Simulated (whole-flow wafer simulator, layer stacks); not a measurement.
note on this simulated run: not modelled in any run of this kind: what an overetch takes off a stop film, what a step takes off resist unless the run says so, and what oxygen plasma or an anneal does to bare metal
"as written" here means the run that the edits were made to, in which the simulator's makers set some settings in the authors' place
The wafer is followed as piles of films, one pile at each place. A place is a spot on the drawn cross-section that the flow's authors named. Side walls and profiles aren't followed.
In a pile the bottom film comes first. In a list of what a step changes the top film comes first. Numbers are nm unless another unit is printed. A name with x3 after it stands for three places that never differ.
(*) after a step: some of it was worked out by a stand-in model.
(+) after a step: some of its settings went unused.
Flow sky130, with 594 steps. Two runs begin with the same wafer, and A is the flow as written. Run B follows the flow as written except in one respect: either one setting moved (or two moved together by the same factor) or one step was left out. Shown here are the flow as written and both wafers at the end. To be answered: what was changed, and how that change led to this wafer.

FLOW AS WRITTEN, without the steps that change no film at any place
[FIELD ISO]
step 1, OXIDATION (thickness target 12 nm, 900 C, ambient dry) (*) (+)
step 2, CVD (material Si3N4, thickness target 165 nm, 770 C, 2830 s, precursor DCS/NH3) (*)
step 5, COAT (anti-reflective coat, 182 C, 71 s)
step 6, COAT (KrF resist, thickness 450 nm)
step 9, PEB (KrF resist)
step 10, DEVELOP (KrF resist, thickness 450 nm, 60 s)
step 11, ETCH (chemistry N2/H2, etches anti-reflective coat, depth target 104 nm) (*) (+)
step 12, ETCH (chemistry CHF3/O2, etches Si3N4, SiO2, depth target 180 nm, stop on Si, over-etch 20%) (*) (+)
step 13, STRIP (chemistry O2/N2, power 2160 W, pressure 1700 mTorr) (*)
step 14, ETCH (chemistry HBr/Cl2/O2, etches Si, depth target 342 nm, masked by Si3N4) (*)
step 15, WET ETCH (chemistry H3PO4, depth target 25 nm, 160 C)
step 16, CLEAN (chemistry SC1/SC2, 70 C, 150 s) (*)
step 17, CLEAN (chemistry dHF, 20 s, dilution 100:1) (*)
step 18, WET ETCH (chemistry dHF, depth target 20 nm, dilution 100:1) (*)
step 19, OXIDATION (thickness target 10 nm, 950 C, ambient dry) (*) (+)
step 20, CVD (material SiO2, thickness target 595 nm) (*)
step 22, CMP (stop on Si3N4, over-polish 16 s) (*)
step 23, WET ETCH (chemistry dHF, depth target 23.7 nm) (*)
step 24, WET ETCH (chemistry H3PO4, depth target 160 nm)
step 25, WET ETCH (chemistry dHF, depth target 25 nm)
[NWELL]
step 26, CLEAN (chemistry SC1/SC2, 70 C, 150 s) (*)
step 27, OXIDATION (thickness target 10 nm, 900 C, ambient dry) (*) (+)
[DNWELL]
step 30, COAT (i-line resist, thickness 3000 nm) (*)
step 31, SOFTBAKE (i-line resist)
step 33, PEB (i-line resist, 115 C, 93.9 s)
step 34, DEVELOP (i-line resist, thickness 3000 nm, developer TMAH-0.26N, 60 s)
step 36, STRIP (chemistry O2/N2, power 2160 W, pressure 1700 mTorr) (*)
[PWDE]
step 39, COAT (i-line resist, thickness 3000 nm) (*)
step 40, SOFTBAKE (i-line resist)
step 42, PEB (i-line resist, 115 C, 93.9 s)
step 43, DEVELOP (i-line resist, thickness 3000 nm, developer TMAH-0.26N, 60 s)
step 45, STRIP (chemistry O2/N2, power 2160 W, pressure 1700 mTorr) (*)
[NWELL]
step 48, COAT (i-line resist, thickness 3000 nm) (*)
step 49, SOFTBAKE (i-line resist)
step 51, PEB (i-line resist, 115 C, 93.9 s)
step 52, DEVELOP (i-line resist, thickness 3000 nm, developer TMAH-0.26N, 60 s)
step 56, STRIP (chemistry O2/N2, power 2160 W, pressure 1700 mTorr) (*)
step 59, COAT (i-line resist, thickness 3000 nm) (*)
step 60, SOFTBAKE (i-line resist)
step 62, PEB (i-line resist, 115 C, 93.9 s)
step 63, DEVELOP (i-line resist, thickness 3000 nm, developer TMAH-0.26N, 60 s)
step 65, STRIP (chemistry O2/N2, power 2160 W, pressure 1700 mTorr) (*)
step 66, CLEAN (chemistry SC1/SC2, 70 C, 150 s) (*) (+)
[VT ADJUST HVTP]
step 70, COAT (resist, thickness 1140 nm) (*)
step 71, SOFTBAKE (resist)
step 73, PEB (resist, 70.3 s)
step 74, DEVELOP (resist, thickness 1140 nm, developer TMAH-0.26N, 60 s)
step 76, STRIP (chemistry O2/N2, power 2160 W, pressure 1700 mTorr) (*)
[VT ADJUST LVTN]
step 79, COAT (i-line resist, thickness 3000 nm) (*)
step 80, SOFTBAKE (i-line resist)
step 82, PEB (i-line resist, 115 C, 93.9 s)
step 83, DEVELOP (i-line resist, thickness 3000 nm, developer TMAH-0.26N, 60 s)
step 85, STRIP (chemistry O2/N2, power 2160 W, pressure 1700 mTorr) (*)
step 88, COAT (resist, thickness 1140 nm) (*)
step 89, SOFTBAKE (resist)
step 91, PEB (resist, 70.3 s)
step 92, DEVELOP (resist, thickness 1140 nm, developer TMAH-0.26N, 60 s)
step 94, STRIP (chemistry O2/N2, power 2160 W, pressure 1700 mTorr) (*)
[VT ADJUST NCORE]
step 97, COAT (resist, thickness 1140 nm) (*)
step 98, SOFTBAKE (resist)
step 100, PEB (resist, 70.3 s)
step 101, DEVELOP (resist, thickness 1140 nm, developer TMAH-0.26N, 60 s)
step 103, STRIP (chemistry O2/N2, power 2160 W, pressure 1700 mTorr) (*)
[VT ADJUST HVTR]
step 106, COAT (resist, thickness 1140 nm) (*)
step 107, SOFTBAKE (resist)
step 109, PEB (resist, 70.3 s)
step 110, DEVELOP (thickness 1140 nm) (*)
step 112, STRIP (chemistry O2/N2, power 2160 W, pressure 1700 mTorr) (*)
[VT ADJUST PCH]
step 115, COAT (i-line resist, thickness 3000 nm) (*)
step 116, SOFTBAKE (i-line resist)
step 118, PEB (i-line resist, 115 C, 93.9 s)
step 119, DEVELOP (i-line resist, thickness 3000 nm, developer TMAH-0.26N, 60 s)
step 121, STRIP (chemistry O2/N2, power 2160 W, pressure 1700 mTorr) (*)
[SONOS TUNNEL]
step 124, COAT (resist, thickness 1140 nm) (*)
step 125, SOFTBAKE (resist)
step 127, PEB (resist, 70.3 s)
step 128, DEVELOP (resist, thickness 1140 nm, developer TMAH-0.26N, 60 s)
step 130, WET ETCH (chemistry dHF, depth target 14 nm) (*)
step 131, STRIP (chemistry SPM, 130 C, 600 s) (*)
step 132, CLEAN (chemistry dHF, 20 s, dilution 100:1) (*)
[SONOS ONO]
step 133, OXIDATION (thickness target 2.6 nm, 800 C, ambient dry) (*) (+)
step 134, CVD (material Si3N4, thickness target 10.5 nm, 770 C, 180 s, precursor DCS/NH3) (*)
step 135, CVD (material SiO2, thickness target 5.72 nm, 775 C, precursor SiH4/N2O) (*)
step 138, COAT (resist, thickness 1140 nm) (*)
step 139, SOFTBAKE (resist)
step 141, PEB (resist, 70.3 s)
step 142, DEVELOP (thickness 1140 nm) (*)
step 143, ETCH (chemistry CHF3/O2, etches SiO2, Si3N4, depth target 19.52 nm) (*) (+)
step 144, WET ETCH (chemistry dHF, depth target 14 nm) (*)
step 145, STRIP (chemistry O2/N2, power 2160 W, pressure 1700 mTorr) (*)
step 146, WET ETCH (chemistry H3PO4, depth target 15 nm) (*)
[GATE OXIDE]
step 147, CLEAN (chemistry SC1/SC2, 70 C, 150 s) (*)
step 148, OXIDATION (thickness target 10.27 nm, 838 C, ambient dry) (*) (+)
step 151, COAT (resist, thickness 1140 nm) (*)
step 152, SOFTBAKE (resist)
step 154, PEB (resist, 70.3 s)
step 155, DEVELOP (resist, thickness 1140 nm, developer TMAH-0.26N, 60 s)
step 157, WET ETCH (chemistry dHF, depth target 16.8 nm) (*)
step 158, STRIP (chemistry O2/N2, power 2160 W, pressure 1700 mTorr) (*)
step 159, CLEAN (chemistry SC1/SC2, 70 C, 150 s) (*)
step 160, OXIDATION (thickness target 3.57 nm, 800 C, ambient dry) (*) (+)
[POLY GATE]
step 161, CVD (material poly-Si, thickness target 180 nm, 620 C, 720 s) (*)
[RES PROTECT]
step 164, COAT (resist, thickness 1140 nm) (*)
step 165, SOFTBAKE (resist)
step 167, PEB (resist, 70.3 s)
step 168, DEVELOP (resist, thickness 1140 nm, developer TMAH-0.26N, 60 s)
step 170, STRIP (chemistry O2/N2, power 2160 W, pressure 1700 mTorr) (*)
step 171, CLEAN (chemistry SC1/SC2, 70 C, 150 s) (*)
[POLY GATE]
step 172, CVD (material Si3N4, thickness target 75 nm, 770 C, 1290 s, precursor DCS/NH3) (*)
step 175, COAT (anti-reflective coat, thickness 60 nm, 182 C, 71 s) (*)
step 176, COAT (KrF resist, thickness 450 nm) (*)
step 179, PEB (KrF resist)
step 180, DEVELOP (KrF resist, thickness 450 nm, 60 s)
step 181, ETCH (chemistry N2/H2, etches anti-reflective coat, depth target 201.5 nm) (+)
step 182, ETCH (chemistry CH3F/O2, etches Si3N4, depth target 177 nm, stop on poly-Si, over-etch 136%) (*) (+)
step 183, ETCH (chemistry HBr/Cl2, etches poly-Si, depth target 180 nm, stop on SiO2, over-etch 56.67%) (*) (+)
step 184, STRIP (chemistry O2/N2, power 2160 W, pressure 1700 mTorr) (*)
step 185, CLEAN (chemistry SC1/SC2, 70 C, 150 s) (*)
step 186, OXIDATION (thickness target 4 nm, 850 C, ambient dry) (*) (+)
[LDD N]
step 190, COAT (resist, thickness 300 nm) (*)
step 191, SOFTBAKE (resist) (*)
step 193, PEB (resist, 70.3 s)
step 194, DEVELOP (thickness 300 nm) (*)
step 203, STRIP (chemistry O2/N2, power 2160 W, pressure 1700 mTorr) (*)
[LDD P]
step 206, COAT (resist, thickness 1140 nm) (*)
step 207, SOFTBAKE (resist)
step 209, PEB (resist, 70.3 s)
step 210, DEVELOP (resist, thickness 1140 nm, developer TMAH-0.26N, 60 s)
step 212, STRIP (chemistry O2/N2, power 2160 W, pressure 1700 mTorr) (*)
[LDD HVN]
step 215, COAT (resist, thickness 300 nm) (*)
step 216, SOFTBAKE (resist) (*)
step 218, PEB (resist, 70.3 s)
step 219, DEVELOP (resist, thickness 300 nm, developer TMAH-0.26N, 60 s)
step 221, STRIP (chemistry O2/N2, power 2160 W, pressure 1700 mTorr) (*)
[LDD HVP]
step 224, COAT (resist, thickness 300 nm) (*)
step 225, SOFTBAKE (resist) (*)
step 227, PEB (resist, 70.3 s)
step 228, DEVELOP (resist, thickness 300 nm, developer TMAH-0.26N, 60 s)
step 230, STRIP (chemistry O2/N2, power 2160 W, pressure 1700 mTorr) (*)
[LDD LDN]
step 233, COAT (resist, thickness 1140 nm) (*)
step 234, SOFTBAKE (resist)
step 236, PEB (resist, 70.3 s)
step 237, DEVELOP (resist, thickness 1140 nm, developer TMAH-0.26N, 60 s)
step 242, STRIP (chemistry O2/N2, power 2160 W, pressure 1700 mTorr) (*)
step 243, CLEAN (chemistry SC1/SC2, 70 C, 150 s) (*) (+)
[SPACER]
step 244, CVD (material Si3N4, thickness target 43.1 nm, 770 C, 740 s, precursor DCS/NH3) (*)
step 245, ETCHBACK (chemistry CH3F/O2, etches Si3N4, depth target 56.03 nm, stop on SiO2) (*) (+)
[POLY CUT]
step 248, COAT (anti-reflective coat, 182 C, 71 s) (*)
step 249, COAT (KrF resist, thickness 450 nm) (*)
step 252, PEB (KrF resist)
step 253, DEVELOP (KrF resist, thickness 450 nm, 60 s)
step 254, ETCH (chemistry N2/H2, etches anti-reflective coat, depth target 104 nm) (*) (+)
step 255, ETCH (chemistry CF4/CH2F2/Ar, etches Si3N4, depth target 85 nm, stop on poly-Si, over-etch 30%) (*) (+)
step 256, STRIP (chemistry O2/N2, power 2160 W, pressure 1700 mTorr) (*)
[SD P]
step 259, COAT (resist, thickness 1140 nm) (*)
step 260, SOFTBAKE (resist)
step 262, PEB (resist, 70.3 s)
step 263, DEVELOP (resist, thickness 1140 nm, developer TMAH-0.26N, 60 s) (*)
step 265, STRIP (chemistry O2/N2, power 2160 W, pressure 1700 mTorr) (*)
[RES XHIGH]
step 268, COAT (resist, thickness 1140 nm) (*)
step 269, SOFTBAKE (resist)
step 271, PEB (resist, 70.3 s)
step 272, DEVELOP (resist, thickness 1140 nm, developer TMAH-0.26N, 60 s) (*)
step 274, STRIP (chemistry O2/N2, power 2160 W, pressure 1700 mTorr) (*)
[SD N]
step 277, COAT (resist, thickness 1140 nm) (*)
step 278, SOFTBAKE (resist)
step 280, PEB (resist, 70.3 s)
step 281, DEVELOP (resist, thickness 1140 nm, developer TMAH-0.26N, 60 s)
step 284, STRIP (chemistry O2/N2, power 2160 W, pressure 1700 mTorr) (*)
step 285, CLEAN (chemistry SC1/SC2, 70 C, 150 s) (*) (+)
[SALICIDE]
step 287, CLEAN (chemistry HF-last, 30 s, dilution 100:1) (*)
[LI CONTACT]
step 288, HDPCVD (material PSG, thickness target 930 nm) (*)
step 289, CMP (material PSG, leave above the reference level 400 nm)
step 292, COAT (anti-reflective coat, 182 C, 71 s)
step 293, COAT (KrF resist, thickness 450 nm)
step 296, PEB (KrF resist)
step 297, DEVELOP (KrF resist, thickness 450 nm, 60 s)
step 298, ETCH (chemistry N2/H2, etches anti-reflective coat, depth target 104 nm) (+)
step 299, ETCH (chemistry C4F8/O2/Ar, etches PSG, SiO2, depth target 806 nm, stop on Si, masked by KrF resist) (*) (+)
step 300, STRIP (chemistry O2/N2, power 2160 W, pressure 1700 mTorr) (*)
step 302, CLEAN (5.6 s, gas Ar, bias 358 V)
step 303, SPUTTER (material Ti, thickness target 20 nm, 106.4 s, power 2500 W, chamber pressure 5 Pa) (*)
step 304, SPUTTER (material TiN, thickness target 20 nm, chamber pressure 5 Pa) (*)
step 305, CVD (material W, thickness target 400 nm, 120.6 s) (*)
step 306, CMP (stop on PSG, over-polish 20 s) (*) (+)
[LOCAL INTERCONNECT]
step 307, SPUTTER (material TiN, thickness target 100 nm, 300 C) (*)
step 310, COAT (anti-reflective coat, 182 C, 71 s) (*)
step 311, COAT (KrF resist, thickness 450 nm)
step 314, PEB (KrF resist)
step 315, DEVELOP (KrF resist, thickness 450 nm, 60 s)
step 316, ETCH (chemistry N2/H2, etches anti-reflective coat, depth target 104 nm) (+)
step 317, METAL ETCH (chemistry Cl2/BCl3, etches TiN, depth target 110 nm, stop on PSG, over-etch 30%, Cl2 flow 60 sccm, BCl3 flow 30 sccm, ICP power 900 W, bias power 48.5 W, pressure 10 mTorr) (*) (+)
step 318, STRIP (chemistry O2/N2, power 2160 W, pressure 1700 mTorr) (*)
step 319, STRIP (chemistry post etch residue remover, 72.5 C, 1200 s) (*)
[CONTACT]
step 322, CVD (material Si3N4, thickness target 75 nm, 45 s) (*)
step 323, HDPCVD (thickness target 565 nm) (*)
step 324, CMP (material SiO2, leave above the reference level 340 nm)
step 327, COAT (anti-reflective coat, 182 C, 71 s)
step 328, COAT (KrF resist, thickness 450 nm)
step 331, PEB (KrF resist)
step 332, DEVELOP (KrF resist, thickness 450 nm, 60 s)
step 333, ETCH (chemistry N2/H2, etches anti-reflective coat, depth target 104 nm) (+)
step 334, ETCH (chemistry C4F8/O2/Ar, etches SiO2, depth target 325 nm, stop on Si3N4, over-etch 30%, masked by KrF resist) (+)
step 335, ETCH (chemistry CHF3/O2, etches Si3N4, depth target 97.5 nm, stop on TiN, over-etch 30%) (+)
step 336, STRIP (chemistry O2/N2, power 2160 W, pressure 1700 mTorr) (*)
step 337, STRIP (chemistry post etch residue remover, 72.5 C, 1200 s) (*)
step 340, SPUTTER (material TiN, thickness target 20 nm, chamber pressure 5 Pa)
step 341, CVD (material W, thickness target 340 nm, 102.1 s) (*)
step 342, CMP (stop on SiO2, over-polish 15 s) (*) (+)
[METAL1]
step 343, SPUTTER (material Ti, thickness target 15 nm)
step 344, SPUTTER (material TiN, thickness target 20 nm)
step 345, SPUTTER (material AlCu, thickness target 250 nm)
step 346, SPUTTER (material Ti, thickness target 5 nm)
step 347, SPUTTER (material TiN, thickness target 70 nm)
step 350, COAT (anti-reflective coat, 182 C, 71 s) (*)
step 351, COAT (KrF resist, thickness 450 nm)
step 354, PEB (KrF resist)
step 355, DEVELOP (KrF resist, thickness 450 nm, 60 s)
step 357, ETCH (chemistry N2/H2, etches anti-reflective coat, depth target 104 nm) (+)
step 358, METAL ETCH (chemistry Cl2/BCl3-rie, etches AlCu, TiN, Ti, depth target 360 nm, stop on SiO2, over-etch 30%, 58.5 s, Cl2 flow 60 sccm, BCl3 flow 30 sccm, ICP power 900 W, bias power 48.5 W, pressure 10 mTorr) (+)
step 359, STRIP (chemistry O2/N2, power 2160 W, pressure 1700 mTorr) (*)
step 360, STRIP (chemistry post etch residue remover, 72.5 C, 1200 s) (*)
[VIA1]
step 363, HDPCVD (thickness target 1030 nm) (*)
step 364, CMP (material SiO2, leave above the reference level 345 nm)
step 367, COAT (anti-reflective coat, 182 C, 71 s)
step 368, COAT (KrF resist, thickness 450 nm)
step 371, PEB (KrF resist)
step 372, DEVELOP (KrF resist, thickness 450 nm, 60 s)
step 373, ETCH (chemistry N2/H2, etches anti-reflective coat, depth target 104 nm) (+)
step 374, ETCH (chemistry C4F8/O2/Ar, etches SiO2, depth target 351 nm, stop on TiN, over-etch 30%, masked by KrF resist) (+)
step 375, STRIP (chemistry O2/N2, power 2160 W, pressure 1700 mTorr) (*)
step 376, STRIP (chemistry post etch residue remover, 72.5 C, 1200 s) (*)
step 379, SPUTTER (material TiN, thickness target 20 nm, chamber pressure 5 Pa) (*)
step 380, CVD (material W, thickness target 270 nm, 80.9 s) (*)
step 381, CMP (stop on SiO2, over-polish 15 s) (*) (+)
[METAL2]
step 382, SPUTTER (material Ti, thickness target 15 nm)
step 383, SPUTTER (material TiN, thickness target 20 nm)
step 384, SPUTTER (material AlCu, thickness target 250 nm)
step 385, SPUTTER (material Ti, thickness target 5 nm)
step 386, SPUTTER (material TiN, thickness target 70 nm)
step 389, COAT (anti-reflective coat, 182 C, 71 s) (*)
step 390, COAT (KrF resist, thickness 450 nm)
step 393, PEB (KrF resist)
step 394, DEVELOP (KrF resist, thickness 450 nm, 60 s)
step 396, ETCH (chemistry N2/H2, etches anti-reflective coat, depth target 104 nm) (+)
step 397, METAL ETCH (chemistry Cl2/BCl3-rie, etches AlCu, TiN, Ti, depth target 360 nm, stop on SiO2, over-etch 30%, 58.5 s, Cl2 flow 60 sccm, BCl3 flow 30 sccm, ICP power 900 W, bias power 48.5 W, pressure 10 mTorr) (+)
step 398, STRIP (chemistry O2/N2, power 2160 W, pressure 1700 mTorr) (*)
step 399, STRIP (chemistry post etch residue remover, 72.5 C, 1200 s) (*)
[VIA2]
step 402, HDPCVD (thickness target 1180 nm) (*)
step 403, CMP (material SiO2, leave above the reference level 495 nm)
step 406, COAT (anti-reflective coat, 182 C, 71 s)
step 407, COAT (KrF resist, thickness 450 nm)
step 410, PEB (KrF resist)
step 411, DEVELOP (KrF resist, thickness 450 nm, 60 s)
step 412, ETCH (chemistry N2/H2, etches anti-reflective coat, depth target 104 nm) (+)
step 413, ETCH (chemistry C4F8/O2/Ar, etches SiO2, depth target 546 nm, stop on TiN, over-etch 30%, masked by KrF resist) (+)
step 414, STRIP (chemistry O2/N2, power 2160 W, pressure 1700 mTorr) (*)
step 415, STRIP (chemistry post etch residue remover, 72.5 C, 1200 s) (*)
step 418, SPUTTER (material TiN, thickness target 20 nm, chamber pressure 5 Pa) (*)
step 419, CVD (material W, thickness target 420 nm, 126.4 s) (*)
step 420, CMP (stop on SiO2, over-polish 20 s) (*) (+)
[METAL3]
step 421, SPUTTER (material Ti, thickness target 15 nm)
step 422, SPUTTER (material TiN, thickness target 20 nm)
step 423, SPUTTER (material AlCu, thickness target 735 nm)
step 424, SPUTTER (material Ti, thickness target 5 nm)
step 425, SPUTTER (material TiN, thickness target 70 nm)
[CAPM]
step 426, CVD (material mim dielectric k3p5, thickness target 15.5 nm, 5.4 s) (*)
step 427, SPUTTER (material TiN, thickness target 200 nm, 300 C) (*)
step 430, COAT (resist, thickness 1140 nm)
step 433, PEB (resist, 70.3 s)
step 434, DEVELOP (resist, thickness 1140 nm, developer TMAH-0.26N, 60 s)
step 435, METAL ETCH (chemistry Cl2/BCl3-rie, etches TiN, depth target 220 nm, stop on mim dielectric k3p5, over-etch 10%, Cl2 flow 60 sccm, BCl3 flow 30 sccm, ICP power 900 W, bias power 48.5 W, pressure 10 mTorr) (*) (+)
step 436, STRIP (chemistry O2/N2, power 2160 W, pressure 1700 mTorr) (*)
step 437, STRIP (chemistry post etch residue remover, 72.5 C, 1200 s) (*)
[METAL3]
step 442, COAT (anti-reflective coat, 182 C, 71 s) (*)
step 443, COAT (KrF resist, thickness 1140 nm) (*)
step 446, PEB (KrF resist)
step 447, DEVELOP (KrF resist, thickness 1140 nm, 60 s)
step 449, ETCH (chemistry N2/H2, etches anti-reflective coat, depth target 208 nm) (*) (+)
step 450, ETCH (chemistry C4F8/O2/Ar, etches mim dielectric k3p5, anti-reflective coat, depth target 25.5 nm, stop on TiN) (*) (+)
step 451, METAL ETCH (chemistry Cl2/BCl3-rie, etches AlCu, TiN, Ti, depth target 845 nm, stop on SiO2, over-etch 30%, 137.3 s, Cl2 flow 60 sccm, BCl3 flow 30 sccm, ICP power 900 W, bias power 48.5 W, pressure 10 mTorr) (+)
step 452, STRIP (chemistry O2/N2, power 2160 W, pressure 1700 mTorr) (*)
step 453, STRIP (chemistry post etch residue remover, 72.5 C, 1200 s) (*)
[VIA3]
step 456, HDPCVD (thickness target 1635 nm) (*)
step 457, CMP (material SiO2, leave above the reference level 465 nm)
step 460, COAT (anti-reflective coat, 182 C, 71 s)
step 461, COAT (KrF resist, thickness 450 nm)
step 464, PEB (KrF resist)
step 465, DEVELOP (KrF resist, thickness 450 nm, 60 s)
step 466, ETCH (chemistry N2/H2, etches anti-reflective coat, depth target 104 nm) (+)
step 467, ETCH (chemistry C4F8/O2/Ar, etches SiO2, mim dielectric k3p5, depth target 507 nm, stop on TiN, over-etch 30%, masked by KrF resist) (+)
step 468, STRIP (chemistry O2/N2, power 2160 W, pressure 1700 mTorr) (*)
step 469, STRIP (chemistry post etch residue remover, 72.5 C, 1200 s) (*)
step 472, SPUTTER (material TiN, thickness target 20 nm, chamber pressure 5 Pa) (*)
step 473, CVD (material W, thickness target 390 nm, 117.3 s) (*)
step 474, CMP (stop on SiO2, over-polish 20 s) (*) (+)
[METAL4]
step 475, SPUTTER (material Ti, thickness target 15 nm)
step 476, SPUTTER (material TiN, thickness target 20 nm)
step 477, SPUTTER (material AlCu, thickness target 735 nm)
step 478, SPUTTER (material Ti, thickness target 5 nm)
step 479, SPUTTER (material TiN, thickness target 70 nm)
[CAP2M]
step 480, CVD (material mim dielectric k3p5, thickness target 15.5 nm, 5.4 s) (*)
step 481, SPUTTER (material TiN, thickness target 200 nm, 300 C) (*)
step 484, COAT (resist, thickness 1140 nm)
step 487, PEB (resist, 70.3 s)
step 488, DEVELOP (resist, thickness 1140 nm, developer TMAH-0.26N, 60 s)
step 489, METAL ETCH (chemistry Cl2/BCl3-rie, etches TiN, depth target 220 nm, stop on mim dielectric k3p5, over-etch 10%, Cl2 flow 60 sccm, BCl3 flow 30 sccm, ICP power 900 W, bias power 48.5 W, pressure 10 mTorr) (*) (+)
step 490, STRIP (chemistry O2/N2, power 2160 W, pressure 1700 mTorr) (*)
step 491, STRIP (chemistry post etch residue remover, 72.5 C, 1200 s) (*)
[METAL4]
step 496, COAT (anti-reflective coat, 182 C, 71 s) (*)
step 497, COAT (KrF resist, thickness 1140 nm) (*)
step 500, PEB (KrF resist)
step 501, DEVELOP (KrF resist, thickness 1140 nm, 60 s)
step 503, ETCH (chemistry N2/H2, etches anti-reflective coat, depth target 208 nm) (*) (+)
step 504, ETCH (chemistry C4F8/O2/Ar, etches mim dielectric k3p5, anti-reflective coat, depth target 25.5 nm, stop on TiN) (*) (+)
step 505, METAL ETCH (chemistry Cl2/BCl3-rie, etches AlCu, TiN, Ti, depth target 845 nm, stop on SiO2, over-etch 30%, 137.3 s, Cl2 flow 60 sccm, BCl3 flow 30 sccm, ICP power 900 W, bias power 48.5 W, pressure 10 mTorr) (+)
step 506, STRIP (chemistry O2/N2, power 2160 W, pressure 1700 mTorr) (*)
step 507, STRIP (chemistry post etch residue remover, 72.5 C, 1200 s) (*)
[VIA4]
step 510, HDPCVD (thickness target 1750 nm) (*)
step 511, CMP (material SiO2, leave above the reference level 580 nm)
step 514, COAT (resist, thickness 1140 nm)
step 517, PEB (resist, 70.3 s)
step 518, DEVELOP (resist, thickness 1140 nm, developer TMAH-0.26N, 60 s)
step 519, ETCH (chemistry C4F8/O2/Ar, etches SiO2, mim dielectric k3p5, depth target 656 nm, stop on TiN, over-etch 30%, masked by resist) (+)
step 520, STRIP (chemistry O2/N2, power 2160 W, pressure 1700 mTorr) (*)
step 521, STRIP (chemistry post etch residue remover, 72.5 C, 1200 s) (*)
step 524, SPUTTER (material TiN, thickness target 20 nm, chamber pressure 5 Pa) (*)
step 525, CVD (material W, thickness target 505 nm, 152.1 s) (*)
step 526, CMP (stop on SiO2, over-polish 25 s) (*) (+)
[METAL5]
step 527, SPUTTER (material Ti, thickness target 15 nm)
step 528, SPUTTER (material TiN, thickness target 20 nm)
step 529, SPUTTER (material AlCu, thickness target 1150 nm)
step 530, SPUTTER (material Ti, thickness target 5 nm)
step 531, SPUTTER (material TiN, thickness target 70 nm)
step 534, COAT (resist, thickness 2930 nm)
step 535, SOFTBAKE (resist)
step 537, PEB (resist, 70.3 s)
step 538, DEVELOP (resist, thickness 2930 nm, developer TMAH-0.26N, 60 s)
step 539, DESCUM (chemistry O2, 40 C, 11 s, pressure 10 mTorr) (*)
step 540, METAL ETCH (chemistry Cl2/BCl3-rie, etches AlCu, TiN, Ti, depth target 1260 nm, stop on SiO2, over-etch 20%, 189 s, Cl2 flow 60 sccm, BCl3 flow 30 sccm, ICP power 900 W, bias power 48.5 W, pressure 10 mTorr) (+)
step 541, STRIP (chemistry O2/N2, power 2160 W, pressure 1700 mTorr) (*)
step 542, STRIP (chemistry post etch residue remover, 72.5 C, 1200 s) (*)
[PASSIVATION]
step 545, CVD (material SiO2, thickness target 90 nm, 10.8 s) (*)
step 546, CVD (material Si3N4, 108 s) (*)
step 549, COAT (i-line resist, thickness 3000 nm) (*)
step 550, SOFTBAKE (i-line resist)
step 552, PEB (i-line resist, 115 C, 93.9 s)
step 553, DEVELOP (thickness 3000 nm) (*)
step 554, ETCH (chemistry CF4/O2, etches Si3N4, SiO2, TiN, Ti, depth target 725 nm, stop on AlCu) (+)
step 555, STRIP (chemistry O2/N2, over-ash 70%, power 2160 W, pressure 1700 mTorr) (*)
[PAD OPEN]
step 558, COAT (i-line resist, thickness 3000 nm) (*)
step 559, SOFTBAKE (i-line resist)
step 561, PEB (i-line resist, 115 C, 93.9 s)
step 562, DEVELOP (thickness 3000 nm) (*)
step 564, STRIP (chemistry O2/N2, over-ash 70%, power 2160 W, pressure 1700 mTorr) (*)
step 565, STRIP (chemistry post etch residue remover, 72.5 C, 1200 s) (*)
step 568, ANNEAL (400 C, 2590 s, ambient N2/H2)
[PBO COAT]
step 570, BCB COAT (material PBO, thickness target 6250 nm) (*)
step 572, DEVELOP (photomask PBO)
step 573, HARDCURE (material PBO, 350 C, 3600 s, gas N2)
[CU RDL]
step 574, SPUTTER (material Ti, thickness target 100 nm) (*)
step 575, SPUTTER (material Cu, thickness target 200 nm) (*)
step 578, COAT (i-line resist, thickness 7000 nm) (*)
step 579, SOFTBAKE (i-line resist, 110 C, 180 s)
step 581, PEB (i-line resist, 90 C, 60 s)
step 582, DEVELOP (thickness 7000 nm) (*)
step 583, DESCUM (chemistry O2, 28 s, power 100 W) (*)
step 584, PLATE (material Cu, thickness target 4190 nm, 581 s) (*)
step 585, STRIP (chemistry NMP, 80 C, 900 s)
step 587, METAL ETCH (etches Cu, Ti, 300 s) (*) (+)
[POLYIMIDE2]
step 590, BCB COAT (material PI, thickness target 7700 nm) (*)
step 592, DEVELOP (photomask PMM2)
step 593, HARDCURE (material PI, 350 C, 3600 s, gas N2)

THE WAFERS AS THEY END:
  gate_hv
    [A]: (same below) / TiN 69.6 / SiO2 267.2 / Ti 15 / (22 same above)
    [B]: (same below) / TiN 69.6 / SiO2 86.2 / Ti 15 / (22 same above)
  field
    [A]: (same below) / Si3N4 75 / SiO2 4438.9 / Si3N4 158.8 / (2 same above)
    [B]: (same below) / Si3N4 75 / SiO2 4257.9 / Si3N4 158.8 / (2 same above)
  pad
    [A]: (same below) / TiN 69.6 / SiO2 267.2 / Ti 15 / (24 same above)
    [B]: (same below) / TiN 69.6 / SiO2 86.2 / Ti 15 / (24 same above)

Cause: step 364, CMP: leave above the reference level 164 nm was run, though the flow has leave above the reference level 345 nm.

The path from the change to this, step by step:
  step 364, CMP (material SiO2, leave above the reference level 345 nm)
      n_well, p_well, gate_hv and 100 more: A -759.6 SiO2 | B -940.6 SiO2
      field, active, gate and 81 more: A -389.1 SiO2 | B -570.1 SiO2
      (and at 4 other places as well)
  step 374, ETCH (chemistry C4F8/O2/Ar, etches SiO2, depth target 351 nm, stop on TiN, over-etch 30%, masked by KrF resist) (+)
      field, active, n_well and 186 more: A -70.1 KrF resist | B -23.1 KrF resist
      m1, via1_hole: A -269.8 SiO2 (all of it) | B -88.8 SiO2 (all of it)
  step 375, STRIP (chemistry O2/N2, power 2160 W, pressure 1700 mTorr) (*)
      field, active, n_well and 186 more: A -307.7 KrF resist (all of it), -80 anti-reflective coat (all of it) | B -354.7 KrF resist (all of it), -80 anti-reflective coat (all of it)
  step 379, SPUTTER (material TiN, thickness target 20 nm, chamber pressure 5 Pa) (*)
      m1: A +11 TiN | B +15.4 TiN
      via1_hole: A +10.9 TiN | B +15.4 TiN
  step 380, CVD (material W, thickness target 270 nm, 80.9 s) (*)
      m1: A +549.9 W (new film) | B +364.4 W (new film)
      via1_hole: A +549.9 W (new film) | B +364.5 W (new film)
